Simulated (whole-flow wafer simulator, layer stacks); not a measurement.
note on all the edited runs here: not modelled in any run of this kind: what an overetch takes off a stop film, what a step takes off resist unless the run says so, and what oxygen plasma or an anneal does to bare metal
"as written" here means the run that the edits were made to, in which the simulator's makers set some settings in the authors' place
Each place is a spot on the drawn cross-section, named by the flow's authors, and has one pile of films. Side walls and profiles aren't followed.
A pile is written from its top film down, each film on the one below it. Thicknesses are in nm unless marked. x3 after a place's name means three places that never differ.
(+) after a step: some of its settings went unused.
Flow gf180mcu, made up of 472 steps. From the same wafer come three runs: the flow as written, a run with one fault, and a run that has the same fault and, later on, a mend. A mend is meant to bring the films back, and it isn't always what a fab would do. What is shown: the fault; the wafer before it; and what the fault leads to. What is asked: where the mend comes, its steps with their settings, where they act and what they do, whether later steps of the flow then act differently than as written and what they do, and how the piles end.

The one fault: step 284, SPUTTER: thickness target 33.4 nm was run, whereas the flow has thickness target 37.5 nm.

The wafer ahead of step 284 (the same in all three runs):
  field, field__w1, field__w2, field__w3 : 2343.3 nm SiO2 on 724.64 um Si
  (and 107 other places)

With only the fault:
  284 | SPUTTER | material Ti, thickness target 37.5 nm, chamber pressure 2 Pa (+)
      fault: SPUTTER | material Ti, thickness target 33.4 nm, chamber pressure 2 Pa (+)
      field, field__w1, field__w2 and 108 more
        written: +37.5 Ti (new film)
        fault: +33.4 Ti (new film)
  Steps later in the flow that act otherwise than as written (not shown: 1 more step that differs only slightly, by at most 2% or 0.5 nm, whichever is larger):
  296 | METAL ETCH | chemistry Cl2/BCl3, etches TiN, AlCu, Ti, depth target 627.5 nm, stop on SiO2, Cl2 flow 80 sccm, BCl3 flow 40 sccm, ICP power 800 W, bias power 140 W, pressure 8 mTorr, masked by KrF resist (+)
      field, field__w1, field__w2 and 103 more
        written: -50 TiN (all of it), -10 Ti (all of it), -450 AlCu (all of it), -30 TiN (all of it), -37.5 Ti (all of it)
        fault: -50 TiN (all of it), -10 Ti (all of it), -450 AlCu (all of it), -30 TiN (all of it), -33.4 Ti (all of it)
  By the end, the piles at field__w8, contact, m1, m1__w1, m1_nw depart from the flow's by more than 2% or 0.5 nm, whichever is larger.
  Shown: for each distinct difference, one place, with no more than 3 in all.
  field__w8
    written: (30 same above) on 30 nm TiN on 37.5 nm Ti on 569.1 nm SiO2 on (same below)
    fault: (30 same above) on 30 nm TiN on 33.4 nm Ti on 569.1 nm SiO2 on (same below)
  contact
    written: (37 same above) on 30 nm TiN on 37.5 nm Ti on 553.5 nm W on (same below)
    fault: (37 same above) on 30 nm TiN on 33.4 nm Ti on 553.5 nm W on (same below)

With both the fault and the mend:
  The mend stands after step 284.
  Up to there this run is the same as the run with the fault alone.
  284a | SPUTTER | material Ti, thickness target 4.1 nm, chamber pressure 2 Pa (+) (the flow's step 284, run once more with other settings)
      field, field__w1, field__w2 and 108 more
        +4.1 Ti
  Every later step of the flow that is run acts as written at every place that is followed.
  The piles end the same as the flow's at every place that both follow.
